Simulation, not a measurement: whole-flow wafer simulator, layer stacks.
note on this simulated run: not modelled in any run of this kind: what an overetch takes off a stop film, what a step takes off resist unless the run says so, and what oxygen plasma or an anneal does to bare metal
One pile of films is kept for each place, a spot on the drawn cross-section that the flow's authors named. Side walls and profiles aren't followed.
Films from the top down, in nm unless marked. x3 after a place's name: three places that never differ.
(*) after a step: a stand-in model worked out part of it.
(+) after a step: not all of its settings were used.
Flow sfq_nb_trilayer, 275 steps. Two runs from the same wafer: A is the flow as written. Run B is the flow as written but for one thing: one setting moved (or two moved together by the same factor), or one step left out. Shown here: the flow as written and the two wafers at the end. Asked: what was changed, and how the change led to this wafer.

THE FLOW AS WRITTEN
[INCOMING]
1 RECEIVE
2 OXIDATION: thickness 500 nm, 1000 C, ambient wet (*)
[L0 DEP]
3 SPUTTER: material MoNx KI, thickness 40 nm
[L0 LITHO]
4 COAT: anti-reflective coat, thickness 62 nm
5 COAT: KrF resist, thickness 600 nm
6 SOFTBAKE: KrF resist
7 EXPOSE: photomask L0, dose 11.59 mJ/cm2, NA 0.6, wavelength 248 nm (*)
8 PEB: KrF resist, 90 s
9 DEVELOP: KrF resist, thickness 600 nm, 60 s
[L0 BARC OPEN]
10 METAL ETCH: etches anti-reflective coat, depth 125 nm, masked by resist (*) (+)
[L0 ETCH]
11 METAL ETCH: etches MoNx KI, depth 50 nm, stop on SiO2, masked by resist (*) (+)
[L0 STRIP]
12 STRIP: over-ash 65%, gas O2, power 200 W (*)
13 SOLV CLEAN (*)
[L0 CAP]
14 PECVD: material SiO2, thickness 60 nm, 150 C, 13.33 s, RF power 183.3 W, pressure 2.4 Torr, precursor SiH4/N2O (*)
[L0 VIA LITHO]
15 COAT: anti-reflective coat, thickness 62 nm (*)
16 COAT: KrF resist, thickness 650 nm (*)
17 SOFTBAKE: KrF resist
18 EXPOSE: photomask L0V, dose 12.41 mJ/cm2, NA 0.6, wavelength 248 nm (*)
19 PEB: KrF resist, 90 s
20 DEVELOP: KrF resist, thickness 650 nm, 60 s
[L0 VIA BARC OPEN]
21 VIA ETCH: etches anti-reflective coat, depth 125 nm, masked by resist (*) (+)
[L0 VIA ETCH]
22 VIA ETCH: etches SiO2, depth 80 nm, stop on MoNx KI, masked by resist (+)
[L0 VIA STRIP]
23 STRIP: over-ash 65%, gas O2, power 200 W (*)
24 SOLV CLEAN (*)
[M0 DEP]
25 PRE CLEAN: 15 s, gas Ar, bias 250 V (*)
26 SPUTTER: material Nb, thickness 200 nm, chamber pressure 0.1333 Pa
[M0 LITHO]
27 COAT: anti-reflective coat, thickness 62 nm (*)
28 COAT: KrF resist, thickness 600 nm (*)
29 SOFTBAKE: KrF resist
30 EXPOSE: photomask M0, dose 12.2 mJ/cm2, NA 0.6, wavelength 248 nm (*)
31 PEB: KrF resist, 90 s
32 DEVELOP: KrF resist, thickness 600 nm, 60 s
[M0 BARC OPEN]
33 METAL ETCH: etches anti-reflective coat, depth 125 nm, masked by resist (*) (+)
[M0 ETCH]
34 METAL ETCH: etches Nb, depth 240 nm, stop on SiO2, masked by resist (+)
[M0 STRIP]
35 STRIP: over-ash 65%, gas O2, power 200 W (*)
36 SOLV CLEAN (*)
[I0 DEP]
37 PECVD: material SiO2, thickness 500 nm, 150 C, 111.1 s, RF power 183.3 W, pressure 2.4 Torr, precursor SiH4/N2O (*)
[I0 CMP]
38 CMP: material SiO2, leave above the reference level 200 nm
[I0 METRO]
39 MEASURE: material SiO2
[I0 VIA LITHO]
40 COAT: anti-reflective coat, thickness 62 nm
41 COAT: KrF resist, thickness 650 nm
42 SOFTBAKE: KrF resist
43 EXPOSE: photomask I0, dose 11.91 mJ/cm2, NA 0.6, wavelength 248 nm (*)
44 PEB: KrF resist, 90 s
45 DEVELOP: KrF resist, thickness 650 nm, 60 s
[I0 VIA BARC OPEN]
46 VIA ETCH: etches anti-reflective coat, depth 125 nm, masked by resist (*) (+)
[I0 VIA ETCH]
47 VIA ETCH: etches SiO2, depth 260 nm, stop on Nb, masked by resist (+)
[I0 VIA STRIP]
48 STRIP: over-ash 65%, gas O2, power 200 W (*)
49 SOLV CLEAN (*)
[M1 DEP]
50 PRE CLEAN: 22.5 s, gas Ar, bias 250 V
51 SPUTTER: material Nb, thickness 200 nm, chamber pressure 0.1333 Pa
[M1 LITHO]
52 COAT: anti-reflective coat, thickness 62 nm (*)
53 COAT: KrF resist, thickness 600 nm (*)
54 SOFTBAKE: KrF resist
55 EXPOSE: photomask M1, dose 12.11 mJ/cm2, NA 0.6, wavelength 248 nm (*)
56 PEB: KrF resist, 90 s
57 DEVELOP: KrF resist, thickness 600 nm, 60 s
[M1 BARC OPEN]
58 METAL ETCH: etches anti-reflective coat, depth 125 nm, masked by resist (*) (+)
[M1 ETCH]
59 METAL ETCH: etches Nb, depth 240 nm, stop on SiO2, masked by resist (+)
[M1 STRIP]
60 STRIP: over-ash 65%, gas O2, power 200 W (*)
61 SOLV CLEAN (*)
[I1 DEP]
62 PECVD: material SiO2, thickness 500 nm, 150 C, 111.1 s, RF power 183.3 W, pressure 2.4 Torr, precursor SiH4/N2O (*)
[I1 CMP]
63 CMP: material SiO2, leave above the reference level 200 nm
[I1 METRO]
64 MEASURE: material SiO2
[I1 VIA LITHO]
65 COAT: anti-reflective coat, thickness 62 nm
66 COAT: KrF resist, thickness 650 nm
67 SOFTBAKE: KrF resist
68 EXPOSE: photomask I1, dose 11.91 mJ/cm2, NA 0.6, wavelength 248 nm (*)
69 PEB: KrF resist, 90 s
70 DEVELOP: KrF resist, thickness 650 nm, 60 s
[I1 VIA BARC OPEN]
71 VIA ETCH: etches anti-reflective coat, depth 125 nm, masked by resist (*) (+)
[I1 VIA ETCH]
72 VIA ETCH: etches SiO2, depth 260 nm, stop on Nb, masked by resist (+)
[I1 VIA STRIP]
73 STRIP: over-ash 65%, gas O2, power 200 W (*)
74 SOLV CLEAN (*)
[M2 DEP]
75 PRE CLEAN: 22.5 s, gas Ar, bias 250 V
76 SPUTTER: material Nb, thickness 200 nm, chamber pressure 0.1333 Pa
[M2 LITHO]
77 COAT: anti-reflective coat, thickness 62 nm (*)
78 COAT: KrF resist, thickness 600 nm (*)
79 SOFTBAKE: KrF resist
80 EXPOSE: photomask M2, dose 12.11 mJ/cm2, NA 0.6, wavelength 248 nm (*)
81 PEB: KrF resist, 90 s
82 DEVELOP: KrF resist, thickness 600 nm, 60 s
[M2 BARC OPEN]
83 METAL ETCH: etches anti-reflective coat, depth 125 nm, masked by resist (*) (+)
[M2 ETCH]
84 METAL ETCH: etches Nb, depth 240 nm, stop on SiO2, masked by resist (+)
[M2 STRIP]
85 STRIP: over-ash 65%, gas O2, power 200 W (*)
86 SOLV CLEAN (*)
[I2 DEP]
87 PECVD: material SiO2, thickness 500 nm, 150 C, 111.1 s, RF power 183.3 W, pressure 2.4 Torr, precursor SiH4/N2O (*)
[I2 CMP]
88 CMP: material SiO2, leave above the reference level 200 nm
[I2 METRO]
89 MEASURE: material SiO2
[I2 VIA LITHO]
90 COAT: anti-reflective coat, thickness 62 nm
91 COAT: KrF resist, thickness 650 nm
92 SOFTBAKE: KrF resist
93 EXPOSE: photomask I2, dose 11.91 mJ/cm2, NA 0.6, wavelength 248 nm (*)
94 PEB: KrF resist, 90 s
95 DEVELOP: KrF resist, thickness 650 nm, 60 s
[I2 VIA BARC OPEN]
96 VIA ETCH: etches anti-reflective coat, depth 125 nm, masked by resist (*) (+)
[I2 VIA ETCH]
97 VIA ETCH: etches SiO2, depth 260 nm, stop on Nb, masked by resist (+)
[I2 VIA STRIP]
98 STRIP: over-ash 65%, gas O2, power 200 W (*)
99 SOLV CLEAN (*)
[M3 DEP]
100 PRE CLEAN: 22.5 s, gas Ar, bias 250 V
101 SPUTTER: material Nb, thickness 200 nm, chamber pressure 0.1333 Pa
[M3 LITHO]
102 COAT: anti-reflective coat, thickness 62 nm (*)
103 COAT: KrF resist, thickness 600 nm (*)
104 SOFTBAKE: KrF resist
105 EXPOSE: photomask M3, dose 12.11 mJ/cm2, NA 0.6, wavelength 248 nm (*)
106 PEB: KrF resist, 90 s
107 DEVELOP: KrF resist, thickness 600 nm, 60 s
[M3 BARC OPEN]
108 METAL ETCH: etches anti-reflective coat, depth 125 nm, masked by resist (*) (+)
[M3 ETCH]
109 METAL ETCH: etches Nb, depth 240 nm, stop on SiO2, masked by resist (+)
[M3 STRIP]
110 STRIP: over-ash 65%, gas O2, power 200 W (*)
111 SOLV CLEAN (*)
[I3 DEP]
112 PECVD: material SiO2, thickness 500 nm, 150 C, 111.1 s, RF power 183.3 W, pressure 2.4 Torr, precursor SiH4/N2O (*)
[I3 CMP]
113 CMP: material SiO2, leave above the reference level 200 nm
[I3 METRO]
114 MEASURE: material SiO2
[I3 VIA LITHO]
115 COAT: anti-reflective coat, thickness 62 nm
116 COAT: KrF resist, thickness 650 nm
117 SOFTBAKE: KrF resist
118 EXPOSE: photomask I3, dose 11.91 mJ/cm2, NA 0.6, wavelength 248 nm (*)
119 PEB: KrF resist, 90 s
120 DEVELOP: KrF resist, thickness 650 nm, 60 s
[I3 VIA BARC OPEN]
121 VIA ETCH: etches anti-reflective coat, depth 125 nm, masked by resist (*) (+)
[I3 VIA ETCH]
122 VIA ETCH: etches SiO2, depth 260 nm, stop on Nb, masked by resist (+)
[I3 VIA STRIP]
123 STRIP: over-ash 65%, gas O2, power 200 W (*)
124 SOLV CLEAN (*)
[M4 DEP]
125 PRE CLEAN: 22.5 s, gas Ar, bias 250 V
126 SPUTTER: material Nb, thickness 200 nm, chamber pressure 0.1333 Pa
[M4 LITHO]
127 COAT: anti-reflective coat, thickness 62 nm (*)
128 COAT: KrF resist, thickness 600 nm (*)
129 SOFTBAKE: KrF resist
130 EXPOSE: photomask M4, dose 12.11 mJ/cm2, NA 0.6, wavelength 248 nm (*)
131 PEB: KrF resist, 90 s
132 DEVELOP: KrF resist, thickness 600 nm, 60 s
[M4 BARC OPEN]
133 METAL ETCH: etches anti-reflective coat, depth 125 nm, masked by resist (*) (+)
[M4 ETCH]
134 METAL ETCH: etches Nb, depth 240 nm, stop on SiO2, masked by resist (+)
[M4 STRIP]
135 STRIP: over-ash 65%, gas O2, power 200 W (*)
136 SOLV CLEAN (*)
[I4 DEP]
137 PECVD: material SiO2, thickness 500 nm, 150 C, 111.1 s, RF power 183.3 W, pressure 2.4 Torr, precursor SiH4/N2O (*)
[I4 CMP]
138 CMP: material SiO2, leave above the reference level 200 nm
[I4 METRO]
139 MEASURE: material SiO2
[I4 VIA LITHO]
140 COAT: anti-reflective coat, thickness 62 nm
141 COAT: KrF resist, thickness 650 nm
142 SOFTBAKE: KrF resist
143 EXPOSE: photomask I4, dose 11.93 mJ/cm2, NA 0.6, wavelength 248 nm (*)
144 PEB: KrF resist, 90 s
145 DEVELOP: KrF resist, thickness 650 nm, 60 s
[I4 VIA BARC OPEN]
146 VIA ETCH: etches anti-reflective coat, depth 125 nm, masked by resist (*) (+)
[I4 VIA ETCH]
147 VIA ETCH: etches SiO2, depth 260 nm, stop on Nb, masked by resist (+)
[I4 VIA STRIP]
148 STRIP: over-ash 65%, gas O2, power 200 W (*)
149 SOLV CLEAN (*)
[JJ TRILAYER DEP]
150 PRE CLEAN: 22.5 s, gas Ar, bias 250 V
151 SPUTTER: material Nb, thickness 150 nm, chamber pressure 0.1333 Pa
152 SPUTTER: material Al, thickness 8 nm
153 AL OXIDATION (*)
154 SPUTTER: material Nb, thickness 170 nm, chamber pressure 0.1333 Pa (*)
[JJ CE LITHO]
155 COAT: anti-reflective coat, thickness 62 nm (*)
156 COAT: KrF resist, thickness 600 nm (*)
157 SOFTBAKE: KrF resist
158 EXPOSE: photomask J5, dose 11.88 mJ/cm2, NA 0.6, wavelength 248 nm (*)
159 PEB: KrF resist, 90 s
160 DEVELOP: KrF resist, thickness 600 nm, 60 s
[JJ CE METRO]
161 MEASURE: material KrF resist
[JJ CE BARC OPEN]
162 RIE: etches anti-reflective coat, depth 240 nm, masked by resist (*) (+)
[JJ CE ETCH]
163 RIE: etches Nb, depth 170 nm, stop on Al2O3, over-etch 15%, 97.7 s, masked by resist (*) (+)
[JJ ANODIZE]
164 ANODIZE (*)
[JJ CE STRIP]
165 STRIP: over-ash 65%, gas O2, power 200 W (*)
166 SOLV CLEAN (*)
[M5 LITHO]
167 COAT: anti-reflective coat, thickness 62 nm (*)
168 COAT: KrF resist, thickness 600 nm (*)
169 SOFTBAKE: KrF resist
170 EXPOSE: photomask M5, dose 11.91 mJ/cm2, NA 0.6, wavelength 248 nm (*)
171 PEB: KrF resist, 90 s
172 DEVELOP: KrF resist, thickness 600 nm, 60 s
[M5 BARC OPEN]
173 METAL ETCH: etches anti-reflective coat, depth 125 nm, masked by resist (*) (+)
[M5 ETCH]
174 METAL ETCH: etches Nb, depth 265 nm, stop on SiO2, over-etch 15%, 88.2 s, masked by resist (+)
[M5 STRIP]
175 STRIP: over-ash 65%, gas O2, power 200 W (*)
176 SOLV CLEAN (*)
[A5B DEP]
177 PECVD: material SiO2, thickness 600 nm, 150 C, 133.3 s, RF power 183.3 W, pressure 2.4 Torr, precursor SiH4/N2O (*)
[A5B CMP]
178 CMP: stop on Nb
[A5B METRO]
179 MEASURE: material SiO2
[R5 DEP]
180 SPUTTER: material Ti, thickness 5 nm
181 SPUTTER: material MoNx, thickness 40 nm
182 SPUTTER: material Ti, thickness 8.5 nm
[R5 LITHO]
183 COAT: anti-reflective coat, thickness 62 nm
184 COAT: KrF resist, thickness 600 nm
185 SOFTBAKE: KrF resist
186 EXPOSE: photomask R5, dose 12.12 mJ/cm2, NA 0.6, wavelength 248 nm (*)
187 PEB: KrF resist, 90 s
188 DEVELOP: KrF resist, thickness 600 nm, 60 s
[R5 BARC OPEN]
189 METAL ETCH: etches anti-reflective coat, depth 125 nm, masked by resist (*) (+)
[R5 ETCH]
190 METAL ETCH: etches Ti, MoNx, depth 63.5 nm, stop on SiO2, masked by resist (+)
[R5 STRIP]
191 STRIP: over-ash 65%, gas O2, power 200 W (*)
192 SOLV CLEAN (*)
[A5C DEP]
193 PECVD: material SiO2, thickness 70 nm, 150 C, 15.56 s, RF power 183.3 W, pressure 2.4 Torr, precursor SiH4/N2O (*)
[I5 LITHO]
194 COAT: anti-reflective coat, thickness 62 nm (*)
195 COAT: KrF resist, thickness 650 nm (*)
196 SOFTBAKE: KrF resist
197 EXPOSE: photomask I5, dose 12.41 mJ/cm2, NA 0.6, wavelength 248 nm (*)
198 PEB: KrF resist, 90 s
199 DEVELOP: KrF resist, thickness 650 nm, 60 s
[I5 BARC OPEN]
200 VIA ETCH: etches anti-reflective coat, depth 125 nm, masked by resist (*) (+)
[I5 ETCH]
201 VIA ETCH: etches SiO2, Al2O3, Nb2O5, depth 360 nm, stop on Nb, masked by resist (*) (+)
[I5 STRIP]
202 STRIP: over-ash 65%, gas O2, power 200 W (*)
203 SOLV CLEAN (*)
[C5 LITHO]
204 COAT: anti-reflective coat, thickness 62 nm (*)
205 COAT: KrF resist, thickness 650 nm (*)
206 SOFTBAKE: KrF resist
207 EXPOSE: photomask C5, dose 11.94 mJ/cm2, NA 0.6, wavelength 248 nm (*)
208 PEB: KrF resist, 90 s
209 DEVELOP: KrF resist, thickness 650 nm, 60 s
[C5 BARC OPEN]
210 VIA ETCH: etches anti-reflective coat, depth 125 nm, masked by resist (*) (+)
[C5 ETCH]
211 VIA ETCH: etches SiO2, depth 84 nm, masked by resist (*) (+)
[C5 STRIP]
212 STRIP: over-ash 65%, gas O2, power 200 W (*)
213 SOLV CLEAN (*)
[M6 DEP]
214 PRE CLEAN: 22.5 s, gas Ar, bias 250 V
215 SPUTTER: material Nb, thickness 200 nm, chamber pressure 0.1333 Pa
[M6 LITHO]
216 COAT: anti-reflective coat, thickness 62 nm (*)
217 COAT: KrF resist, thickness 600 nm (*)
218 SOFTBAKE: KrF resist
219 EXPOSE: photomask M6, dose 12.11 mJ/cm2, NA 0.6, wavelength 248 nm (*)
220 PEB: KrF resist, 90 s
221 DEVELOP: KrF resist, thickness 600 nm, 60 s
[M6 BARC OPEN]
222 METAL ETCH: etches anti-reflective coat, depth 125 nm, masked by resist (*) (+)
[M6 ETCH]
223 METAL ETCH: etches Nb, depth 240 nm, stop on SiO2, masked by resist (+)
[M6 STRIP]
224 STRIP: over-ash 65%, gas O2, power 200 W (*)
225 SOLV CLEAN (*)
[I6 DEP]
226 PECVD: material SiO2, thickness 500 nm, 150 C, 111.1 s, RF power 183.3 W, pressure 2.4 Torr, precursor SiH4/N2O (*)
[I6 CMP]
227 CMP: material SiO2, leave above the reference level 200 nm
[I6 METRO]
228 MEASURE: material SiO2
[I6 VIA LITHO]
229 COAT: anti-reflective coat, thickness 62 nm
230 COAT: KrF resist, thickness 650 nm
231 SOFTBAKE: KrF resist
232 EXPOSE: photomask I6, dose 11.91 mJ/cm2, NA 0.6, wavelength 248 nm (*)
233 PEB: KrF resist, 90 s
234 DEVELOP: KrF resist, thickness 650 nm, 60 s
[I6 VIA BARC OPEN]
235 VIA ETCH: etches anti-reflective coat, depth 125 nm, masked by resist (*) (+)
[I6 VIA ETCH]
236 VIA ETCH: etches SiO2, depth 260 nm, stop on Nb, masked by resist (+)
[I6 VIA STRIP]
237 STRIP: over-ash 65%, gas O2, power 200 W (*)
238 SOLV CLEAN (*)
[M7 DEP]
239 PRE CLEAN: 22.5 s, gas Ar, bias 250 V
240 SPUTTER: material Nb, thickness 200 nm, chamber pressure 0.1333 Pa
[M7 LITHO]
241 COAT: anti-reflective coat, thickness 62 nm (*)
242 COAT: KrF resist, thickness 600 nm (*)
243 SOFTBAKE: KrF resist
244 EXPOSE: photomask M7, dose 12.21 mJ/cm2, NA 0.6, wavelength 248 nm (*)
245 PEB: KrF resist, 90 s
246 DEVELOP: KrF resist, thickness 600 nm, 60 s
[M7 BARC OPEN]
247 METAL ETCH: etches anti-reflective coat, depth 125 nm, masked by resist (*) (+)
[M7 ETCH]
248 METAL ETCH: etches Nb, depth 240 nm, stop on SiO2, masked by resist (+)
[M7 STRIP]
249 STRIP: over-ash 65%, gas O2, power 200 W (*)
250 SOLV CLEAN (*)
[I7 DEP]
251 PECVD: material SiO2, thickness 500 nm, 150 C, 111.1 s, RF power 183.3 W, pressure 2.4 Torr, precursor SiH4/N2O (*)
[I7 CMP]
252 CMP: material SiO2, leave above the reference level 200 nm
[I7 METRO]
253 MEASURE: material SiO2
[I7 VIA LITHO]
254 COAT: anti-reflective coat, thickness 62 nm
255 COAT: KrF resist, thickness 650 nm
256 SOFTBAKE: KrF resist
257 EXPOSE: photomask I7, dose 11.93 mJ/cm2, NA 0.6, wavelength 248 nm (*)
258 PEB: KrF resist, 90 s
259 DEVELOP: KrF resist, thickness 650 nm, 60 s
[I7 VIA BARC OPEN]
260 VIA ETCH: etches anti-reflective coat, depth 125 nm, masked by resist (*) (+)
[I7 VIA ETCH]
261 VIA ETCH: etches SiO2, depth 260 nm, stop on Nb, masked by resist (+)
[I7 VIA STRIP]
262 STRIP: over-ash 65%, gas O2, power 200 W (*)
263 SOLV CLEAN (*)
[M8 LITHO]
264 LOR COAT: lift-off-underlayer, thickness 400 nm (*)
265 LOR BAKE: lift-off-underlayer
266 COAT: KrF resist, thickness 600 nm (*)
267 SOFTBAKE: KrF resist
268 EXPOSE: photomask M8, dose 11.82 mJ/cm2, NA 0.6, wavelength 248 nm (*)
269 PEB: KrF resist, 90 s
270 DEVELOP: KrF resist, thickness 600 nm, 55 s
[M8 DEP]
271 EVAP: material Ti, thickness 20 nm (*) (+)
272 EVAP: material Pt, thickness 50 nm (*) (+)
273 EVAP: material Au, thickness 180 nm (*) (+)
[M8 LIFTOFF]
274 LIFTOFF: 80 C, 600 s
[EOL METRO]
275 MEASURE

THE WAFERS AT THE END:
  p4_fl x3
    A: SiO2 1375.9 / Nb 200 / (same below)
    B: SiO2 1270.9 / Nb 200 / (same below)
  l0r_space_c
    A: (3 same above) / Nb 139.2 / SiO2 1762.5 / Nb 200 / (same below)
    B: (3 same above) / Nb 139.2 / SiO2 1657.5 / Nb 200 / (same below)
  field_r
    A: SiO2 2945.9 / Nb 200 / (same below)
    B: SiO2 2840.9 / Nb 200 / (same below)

The cause: step 138, CMP: leave above the reference level 95 nm was run, where the flow has leave above the reference level 200 nm.

How the change led to this, step by step:
  138 CMP: material SiO2, leave above the reference level 200 nm
      field_l, be, be_sur and 55 more: A SiO2 -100 | B SiO2 -205
      v_sur, via_wl, via_w and 35 more: A SiO2 -300 | B SiO2 -405
      (and at 10 more places)
  147 VIA ETCH: etches SiO2, depth 260 nm, stop on Nb, masked by resist (+)
      field_l, v_sur, via_sp and 100 more: A KrF resist -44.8 | B KrF resist -24.5
      via_wl, via_w, via_wr: A SiO2 -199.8 (all of it) | B SiO2 -94.8 (all of it)
  148 STRIP: over-ash 65%, gas O2, power 200 W (*)
      field_l, v_sur, via_sp and 100 more: A KrF resist -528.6 (all of it), anti-reflective coat -62 (all of it) | B KrF resist -548.9 (all of it), anti-reflective coat -62 (all of it)
  151 SPUTTER: material Nb, thickness 150 nm, chamber pressure 0.1333 Pa
      via_wl, via_w, via_wr: A Nb +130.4 | B Nb +142.8
  152 SPUTTER: material Al, thickness 8 nm
      via_wl, via_wr: A Al +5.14 (new film) | B Al +6.4 (new film)
      via_w: A Al +7.12 (new film) | B Al +7.89 (new film)
  154 SPUTTER: material Nb, thickness 170 nm, chamber pressure 0.1333 Pa (*)
      via_wl, via_wr: A Nb +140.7 (new film) | B Nb +132 (new film)
      via_w: A Nb +141 (new film) | B Nb +168.3 (new film)
  155 COAT: anti-reflective coat, thickness 62 nm (*)
      via_wl, via_wr: A anti-reflective coat +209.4 (new film) | B anti-reflective coat +155.8 (new film)
      v_sur: A anti-reflective coat +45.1 (new film) | B anti-reflective coat +50.5 (new film)
      (and at 2 more places)
  156 COAT: KrF resist, thickness 600 nm (*)
      via_wl: A KrF resist +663 (new film) | B KrF resist +630.1 (new film)
      via_w: A KrF resist +763.8 (new film) | B KrF resist +659.1 (new film)
      (and at 1 more place)
  160 DEVELOP: KrF resist, thickness 600 nm, 60 s
      via_wl: A KrF resist -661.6 (all of it) | B KrF resist -628.8 (all of it)
      via_w: A KrF resist -762.1 (all of it) | B KrF resist -657.7 (all of it)
      (and at 1 more place)
  162 RIE: etches anti-reflective coat, depth 240 nm, masked by resist (*) (+)
      ce_l, c5j, ce_r, wl_jj: A KrF resist -209.4 | B KrF resist -155.8
      via_wl, via_wr: A anti-reflective coat -209.4 (all of it) | B anti-reflective coat -155.8 (all of it)
      (and at 3 more places)
  163 RIE: etches Nb, depth 170 nm, stop on Al2O3, over-etch 15%, 97.7 s, masked by resist (*) (+)
      via_w: A Nb -141 (all of it), Al2O3 -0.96 (all of it) | B Nb -168.3 (all of it), Al2O3 -0.54
      via_wl, via_wr: A Nb -140.7 (all of it), Al2O3 -0.96 (all of it) | B Nb -132 (all of it), Al2O3 -0.96 (all of it)
  164 ANODIZE (*)
      via_w: A Al2O3 +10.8 (new film), Nb2O5 +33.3 (new film), Al -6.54 (all of it), Nb -12 | B Al2O3 +12.1, Nb2O5 +30.3 (new film), Al -7.31 (all of it), Nb -10.9
      via_wl, via_wr: A Al2O3 +7.52 (new film), Nb2O5 +39.2 (new film), Al -4.56 (all of it), Nb -14.1 | B Al2O3 +9.61 (new film), Nb2O5 +35.5 (new film), Al -5.82 (all of it), Nb -12.8
  165 STRIP: over-ash 65%, gas O2, power 200 W (*)
      c5j, ce_r: A KrF resist -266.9 (all of it), anti-reflective coat -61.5 (all of it) | B KrF resist -321.1 (all of it), anti-reflective coat -61.8 (all of it)
      ce_l: A KrF resist -266.8 (all of it), anti-reflective coat -61.4 (all of it) | B KrF resist -321.1 (all of it), anti-reflective coat -61.8 (all of it)
      (and at 1 more place)
  167 COAT: anti-reflective coat, thickness 62 nm (*)
      v_sur: A anti-reflective coat +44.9 (new film) | B anti-reflective coat +47.8 (new film)
      via_wl: A anti-reflective coat +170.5 (new film) | B anti-reflective coat +101.3 (new film)
      (and at 3 more places)
  168 COAT: KrF resist, thickness 600 nm (*)
      v_sur: A KrF resist +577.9 (new film) | B KrF resist +594.8 (new film)
      via_wl: A KrF resist +656 (new film) | B KrF resist +635.5 (new film)
      (and at 3 more places)
  175 STRIP: over-ash 65%, gas O2, power 200 W (*)
      v_sur: A KrF resist -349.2 (all of it), anti-reflective coat -44.9 (all of it) | B KrF resist -365.9 (all of it), anti-reflective coat -47.8 (all of it)
      via_wl: A KrF resist -427 (all of it), anti-reflective coat -170.5 (all of it) | B KrF resist -406.6 (all of it), anti-reflective coat -101.3 (all of it)
      (and at 3 more places)
  178 CMP: stop on Nb
      via_wl, via_wr: A SiO2 -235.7 | B SiO2 -352.8
      via_w: A SiO2 -235.2 | B SiO2 -352.3
